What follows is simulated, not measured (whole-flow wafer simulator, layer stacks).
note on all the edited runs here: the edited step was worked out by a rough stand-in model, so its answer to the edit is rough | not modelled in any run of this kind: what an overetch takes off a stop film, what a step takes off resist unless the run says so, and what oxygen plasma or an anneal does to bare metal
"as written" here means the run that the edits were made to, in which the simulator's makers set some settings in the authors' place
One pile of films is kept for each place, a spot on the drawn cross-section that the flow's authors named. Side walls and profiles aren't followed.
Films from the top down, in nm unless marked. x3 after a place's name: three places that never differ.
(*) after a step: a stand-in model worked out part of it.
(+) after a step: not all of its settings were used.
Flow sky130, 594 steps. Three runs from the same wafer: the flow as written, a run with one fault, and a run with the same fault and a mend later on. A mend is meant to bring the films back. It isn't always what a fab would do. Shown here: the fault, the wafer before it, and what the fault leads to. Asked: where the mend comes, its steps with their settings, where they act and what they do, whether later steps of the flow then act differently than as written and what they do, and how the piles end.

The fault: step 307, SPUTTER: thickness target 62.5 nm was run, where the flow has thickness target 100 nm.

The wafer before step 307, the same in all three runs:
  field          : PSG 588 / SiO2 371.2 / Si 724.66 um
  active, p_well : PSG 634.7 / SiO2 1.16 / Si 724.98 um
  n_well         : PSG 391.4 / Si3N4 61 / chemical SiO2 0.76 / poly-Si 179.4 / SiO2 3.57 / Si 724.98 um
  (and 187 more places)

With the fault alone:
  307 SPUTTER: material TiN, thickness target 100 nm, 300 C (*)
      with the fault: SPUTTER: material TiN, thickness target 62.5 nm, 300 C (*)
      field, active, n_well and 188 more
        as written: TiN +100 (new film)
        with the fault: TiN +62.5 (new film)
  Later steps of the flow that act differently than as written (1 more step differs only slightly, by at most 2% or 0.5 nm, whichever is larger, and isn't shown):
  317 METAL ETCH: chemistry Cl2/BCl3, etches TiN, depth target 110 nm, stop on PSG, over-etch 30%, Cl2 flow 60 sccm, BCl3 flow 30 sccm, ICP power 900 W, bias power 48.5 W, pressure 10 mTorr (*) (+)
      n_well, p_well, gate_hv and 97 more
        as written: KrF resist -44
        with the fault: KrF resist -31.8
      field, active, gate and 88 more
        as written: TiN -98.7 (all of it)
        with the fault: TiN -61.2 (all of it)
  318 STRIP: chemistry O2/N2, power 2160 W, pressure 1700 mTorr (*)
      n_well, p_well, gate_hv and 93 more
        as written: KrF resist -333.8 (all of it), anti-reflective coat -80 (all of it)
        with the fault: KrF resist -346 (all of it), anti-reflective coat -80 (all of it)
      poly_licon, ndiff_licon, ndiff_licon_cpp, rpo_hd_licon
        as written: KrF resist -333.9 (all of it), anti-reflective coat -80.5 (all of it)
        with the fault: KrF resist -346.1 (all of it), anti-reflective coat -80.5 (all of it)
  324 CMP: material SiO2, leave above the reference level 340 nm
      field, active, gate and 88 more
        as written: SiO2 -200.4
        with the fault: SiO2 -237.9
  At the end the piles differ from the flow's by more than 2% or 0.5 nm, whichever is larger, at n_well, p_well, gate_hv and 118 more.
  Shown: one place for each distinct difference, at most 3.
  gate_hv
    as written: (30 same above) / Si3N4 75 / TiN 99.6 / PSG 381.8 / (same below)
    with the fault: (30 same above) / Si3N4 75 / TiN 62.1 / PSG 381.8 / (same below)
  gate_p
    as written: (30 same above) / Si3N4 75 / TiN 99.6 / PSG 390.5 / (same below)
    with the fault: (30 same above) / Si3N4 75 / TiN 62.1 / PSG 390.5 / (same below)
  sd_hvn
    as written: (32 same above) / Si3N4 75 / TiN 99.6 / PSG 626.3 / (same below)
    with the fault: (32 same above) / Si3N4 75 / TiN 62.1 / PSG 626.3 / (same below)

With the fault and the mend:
  The mend comes after step 307.
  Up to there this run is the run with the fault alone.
  307a SPUTTER: material TiN, thickness target 37.5 nm, 300 C (*) (the flow's step 307 once more, with other settings)
      field, active, n_well and 188 more
        TiN +37.5
  No later step of the flow acts differently than as written, at any place that is followed, by more than 2% or 0.5 nm, whichever is larger.
  At the end the piles are the same as the flow's at every place that both follow.
